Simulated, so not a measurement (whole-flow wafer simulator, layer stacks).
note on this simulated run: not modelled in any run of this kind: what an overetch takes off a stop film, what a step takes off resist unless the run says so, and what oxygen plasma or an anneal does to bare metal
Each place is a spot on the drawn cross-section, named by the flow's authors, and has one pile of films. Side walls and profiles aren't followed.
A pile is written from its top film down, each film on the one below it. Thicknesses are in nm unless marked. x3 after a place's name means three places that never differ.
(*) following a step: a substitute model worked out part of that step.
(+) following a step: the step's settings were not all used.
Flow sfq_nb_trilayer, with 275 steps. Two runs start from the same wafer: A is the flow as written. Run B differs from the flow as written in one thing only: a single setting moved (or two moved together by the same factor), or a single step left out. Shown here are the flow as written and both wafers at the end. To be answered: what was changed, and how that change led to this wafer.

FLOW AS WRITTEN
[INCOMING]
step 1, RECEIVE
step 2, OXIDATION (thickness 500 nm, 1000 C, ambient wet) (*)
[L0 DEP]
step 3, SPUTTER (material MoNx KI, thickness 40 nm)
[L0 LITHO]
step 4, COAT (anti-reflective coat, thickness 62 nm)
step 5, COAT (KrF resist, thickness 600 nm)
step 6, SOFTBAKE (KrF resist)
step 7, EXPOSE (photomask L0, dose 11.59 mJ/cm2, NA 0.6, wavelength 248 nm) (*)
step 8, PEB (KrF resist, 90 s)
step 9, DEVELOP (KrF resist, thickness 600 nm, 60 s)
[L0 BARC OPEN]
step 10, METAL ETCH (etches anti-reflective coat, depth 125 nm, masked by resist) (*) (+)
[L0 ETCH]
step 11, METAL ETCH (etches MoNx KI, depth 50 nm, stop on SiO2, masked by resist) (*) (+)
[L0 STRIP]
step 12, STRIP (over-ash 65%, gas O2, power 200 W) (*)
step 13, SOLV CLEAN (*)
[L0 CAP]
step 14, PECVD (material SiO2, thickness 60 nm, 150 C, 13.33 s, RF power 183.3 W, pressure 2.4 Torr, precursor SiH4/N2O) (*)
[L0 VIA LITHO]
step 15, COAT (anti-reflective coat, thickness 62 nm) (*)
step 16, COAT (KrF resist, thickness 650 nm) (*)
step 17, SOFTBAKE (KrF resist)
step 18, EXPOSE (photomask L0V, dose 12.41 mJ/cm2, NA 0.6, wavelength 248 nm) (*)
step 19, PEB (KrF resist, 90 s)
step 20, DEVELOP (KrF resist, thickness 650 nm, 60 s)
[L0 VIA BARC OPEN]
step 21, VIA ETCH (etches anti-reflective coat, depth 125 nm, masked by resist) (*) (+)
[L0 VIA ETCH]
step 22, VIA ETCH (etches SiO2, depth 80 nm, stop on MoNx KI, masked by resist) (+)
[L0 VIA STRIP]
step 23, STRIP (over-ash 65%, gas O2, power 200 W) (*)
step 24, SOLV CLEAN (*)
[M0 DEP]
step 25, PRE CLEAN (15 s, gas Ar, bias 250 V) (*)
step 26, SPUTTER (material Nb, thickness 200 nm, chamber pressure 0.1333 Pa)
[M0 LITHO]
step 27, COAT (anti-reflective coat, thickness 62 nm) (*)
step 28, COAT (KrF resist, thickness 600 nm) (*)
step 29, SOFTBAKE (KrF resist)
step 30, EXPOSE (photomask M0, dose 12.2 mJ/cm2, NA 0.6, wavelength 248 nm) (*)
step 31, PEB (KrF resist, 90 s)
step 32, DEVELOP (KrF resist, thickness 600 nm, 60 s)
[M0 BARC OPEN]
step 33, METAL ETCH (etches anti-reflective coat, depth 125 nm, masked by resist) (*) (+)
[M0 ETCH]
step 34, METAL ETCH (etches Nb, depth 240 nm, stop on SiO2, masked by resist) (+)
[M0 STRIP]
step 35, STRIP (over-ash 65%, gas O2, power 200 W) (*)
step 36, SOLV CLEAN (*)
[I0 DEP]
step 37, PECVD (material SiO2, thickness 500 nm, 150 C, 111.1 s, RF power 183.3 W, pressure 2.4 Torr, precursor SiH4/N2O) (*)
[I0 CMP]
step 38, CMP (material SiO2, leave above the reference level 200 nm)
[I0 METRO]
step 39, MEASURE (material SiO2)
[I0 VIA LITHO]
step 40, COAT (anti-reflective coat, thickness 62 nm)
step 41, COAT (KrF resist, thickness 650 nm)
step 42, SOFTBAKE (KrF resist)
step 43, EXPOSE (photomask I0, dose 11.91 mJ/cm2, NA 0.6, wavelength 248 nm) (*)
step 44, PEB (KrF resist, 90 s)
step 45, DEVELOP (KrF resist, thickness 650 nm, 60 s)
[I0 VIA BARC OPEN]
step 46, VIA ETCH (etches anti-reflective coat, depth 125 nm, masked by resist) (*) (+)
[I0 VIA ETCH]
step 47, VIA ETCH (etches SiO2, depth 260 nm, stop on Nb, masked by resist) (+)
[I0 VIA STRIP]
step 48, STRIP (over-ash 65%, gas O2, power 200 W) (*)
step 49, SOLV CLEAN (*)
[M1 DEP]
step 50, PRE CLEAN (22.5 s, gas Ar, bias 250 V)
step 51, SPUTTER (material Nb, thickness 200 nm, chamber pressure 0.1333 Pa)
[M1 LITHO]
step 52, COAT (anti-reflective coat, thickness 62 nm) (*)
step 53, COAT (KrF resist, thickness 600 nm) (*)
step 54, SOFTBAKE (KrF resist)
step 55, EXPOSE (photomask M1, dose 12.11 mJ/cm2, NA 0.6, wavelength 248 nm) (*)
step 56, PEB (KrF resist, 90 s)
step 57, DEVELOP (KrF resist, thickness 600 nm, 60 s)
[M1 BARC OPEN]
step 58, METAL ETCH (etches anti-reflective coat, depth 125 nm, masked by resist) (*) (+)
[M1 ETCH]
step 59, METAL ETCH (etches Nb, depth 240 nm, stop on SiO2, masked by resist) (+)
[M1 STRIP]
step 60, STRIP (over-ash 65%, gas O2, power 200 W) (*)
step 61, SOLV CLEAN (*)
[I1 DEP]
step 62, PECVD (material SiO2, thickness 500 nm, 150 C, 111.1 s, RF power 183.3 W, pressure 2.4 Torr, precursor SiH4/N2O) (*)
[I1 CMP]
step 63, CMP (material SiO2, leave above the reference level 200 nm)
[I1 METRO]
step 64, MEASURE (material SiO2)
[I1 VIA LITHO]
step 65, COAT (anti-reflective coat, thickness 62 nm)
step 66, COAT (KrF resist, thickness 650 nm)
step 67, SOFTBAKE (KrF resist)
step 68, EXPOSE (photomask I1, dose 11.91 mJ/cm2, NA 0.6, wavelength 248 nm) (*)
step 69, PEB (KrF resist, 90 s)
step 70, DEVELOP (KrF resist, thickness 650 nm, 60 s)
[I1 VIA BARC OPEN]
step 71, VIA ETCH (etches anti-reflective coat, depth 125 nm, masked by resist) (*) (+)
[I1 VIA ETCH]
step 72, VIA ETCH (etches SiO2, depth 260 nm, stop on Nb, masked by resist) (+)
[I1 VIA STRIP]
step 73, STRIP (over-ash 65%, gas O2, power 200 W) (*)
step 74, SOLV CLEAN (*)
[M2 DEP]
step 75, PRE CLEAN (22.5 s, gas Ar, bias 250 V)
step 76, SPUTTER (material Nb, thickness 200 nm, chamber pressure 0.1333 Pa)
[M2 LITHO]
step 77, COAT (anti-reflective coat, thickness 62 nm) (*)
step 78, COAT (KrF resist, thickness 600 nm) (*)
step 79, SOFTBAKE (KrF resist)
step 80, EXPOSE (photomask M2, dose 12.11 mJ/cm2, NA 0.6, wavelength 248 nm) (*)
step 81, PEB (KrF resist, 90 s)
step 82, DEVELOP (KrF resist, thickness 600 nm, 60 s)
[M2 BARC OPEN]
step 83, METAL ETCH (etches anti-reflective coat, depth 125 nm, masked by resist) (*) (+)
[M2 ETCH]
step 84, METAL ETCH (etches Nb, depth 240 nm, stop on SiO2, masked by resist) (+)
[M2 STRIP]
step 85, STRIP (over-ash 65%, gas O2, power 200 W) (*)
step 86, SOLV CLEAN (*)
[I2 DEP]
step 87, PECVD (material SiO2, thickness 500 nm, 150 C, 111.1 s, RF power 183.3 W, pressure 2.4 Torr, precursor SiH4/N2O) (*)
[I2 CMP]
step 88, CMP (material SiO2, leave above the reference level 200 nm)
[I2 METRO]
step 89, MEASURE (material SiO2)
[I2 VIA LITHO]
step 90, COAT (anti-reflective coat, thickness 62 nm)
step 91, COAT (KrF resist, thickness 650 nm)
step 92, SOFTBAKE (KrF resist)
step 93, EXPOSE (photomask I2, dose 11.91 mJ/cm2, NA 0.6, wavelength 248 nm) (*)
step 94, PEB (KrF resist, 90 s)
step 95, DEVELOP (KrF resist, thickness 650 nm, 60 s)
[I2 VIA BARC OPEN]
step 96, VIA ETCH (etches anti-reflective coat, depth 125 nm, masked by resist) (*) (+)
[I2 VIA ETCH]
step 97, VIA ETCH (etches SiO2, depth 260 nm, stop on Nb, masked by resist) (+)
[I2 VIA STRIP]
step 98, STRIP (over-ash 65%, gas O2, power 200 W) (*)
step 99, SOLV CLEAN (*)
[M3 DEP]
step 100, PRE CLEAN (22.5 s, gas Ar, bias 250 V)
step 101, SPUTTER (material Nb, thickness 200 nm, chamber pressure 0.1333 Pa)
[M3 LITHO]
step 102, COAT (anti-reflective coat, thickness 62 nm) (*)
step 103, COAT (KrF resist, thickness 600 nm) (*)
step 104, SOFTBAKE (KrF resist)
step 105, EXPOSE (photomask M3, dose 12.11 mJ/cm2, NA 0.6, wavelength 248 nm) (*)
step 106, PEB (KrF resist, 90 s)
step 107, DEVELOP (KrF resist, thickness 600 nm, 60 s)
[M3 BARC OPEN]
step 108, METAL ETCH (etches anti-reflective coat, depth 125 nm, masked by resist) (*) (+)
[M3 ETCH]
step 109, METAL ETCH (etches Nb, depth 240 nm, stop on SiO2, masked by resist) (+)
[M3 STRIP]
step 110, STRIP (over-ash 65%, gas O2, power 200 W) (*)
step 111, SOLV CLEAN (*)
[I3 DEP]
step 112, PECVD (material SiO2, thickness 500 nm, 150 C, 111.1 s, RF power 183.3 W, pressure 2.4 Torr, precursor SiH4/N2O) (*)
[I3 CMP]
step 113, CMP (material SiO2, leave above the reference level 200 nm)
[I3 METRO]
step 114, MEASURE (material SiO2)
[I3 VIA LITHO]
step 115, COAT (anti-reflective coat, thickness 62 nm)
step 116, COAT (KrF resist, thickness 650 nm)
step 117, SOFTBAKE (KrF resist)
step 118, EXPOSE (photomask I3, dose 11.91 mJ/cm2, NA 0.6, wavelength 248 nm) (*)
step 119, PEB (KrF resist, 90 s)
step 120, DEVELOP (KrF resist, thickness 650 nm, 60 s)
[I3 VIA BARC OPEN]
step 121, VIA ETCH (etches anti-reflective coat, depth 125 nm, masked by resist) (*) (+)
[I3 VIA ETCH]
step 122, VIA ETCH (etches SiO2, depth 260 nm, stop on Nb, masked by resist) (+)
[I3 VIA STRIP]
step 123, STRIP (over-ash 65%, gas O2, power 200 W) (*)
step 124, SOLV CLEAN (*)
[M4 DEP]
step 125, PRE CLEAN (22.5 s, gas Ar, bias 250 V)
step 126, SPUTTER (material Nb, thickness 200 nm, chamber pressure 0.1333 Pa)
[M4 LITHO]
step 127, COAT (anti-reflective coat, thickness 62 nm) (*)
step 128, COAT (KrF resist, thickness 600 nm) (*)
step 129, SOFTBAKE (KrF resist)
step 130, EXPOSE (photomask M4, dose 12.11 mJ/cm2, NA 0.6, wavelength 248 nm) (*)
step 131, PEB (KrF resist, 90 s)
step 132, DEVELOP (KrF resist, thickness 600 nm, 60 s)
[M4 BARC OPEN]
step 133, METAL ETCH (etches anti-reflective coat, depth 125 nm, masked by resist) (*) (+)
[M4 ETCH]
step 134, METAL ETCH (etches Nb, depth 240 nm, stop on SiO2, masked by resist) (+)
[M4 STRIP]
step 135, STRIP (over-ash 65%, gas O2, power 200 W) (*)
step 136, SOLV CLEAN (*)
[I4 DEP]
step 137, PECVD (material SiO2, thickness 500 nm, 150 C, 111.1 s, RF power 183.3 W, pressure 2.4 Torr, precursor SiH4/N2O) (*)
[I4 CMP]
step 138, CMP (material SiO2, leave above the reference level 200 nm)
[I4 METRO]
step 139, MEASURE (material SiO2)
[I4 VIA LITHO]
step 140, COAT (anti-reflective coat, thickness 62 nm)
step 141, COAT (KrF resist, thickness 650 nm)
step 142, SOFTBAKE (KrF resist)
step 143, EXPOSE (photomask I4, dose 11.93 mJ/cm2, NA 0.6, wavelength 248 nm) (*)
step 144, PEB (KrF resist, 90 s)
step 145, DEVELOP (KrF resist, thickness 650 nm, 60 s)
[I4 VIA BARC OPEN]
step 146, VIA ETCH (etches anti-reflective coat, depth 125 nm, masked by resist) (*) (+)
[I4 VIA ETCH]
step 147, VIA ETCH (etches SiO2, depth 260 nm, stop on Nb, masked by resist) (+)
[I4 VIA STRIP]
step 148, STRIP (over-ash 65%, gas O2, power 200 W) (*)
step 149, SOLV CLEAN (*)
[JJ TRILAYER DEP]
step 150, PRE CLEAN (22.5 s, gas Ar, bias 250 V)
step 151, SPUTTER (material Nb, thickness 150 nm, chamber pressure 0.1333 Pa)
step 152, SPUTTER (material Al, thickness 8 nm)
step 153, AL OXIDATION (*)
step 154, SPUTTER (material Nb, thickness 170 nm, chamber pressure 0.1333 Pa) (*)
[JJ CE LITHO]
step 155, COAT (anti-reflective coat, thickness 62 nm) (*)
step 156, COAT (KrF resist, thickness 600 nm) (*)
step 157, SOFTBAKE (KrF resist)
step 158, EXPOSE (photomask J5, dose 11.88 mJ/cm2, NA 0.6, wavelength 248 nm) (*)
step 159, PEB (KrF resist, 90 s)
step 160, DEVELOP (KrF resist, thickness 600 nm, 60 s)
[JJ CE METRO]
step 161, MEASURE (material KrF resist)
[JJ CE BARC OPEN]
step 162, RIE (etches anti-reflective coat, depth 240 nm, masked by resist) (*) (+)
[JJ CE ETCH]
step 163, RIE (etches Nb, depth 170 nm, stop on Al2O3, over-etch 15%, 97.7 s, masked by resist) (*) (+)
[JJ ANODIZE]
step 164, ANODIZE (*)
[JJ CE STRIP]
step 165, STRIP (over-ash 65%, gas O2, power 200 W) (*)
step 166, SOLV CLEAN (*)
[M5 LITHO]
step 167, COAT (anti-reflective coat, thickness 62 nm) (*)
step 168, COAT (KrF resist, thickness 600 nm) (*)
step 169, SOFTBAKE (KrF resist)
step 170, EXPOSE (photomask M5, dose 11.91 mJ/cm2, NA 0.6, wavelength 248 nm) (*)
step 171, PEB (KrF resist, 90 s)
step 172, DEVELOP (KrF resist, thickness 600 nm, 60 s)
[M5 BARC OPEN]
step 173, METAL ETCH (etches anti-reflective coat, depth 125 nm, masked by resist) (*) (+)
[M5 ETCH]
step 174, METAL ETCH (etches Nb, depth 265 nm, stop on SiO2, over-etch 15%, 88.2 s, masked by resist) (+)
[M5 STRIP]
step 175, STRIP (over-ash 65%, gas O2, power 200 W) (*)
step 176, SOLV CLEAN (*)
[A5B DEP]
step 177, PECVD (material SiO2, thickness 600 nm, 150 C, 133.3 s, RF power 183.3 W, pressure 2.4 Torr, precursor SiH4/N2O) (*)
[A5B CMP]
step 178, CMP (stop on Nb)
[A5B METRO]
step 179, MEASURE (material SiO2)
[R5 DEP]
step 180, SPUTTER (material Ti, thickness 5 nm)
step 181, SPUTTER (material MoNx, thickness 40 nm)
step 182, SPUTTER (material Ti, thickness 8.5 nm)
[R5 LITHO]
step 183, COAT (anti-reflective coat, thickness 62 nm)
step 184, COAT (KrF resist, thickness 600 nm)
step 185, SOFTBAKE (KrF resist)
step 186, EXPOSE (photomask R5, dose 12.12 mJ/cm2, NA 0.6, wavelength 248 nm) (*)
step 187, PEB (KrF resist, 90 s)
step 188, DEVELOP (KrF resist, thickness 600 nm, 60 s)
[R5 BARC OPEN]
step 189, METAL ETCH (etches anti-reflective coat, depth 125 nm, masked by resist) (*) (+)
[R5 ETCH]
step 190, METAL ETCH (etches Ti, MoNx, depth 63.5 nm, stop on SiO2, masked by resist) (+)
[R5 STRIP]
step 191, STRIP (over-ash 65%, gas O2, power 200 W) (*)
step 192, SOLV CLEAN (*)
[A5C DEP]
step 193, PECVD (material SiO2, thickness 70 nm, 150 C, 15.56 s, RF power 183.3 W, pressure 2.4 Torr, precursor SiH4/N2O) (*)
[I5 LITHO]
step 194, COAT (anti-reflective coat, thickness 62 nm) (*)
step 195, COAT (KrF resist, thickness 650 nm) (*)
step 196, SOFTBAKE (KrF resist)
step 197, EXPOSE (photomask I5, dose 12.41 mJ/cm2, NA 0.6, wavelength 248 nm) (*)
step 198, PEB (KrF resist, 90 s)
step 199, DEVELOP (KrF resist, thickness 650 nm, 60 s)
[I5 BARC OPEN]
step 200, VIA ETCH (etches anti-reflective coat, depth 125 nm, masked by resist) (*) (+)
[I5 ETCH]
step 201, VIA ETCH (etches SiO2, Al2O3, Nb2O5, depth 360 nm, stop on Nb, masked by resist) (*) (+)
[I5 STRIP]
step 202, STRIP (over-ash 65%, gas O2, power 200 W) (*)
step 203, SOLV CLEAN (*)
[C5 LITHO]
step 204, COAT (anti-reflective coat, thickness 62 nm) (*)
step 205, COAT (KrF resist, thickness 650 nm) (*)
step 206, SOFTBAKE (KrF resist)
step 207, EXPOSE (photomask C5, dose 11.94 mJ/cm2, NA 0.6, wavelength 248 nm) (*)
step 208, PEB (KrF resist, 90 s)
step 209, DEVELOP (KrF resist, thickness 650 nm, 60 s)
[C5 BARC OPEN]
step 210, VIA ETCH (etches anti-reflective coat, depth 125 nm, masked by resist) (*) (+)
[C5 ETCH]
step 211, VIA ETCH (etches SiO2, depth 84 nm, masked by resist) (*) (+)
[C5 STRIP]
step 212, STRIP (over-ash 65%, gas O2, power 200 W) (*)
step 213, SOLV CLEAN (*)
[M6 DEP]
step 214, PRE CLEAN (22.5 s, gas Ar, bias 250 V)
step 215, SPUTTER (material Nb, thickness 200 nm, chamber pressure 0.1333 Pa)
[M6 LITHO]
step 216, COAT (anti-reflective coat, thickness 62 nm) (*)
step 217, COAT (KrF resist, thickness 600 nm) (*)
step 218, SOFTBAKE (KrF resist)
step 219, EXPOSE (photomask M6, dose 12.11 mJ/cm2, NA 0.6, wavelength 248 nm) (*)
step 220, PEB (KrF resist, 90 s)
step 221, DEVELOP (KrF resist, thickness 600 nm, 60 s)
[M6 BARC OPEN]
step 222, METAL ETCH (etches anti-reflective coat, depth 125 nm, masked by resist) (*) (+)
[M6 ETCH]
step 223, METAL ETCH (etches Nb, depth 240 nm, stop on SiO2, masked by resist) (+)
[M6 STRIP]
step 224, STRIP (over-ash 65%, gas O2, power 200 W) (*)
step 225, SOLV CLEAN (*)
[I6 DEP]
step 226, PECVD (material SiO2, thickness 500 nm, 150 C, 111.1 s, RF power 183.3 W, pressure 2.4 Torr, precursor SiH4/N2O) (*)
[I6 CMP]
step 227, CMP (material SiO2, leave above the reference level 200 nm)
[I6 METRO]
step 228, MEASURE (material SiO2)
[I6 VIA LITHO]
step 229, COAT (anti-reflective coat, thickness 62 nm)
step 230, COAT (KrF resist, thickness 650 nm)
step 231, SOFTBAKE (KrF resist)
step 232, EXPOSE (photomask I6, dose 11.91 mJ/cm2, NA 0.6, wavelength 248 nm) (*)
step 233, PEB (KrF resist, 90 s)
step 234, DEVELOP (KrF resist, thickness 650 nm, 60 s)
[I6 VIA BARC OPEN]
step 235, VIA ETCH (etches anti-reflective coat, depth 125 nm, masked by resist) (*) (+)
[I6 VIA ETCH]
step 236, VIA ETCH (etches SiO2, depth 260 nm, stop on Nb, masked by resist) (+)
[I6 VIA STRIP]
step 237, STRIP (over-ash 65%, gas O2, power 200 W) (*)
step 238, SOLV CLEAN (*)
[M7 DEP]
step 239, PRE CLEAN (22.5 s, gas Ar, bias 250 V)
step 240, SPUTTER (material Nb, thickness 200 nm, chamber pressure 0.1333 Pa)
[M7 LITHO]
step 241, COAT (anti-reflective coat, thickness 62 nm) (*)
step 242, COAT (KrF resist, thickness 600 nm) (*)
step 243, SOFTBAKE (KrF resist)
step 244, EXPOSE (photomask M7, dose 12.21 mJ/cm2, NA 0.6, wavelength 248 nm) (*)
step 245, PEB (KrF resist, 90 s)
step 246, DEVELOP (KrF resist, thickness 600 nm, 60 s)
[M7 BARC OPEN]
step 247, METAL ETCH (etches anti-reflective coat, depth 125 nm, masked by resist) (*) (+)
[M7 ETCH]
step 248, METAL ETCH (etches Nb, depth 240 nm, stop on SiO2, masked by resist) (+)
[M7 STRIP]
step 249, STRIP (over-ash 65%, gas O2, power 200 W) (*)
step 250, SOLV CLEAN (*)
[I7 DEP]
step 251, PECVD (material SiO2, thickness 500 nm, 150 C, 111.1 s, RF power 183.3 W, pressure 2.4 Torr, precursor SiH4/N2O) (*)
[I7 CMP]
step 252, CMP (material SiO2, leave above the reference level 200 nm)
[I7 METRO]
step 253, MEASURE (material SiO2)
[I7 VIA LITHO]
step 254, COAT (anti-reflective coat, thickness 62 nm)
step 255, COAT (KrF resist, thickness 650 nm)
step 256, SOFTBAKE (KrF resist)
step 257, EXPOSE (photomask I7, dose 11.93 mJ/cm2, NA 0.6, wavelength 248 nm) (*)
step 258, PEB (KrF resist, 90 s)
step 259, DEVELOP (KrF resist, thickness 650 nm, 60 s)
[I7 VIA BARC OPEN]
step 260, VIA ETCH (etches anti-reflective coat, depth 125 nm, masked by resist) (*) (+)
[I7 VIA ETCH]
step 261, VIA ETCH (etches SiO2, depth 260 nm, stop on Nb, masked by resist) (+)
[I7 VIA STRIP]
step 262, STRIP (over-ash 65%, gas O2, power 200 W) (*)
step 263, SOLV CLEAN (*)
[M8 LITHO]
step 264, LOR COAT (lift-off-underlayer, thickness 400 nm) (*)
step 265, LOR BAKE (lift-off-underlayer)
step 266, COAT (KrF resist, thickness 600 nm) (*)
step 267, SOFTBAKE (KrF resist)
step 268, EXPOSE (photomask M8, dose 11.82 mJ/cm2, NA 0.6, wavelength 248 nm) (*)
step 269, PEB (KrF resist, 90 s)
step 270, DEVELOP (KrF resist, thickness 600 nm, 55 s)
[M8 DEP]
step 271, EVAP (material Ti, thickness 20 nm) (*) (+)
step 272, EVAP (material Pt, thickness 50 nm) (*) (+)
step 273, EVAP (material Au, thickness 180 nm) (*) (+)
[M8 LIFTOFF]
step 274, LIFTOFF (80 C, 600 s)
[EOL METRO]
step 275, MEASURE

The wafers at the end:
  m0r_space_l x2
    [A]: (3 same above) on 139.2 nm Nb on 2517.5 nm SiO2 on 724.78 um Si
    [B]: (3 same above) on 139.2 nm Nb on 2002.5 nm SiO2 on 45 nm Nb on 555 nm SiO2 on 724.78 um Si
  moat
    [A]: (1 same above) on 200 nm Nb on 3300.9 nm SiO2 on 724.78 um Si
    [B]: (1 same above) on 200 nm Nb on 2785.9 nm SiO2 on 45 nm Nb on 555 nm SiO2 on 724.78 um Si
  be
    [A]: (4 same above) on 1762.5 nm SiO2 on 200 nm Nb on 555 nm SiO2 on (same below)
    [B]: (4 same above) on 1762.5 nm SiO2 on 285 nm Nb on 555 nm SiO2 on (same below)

Cause: step 26, SPUTTER: thickness 285 nm was run, though the flow has thickness 200 nm.
The wafer itself shows it: be has Nb 285, and step 26 as written asks for 200 nm.

How this came from the change, step by step:
  step 26, SPUTTER (material Nb, thickness 200 nm, chamber pressure 0.1333 Pa)
      field_l, v_sur, via_wl and 102 more: A +200 Nb (new film) | B +285 Nb (new film)
      l0v: A +195.7 Nb (new film) | B +280.9 Nb (new film)
  step 34, METAL ETCH (etches Nb, depth 240 nm, stop on SiO2, masked by resist) (+)
      moat, m0r_space_l x2: A -200 Nb (all of it) | B -240 Nb
  step 37, PECVD (material SiO2, thickness 500 nm, 150 C, 111.1 s, RF power 183.3 W, pressure 2.4 Torr, precursor SiH4/N2O) (*)
      moat, m0r_space_l x2: A +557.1 SiO2 | B +597.1 SiO2 (new film)
If metal films that touch count as one body, m0r_space_l x2 has 2 bodies (between them, from the top down: SiO2 2002.5); the flow as written gives 1 body.
If metal films that touch count as one body, moat has 2 bodies (between them, from the top down: SiO2 2785.9); the flow as written gives 1 body.
